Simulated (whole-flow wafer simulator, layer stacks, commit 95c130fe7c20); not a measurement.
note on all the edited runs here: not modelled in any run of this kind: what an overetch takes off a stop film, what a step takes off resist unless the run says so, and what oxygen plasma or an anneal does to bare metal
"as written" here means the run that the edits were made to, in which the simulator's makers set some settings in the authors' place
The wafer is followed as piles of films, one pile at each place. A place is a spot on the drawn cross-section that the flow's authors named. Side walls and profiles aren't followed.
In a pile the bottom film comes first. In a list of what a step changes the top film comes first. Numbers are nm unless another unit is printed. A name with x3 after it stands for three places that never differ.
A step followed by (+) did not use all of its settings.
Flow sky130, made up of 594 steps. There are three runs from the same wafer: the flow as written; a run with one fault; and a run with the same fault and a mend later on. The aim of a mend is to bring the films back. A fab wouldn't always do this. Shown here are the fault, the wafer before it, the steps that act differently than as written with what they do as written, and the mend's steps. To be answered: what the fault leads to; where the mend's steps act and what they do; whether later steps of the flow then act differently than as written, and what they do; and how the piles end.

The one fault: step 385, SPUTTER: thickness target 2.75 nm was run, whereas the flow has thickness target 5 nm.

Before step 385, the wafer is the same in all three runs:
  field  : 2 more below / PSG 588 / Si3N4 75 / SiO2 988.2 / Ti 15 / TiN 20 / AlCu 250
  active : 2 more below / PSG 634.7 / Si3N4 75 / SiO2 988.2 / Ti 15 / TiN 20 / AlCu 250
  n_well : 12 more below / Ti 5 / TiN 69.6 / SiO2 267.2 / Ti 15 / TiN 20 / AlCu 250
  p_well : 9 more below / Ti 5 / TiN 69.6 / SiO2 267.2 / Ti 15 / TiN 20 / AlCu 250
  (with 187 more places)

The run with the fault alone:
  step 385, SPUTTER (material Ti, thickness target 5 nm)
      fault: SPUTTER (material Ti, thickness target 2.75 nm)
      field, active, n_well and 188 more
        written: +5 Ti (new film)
        fault: +2.75 Ti (new film)
  Later steps of the flow acting differently than as written (18 other steps are not shown; they differ only slightly, by no more than 2% or 0.5 nm, whichever is larger):
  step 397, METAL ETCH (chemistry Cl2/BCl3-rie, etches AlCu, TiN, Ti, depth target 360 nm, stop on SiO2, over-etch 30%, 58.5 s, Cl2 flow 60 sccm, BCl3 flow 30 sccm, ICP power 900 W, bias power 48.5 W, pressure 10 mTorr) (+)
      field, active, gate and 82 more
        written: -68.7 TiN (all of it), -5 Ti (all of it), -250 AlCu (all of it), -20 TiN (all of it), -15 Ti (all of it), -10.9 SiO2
        fault: -68.7 TiN (all of it), -2.75 Ti (all of it), -250 AlCu (all of it), -20 TiN (all of it), -15 Ti (all of it), -11.2 SiO2
  By the end, the piles at n_well, p_well, gate_hv and 103 more depart from the flow's by more than 2% or 0.5 nm, whichever is larger.
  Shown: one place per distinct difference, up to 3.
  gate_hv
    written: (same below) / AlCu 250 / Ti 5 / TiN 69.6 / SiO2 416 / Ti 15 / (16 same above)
    fault: (same below) / AlCu 250 / Ti 2.75 / TiN 69.6 / SiO2 418.3 / Ti 15 / (16 same above)
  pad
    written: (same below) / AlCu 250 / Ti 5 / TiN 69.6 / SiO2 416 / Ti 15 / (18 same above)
    fault: (same below) / AlCu 250 / Ti 2.75 / TiN 69.6 / SiO2 418.3 / Ti 15 / (18 same above)
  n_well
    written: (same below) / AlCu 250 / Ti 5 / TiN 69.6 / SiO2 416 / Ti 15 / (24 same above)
    fault: (same below) / AlCu 250 / Ti 2.75 / TiN 69.6 / SiO2 418.3 / Ti 15 / (24 same above)

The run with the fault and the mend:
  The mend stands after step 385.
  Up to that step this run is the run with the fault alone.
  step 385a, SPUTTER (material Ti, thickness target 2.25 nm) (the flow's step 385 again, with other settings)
      field, active, n_well and 188 more
        +2.25 Ti
  None of the later steps of the flow acts differently than as written at any place that is followed.
  The piles end the same as the flow's at every place that both follow.
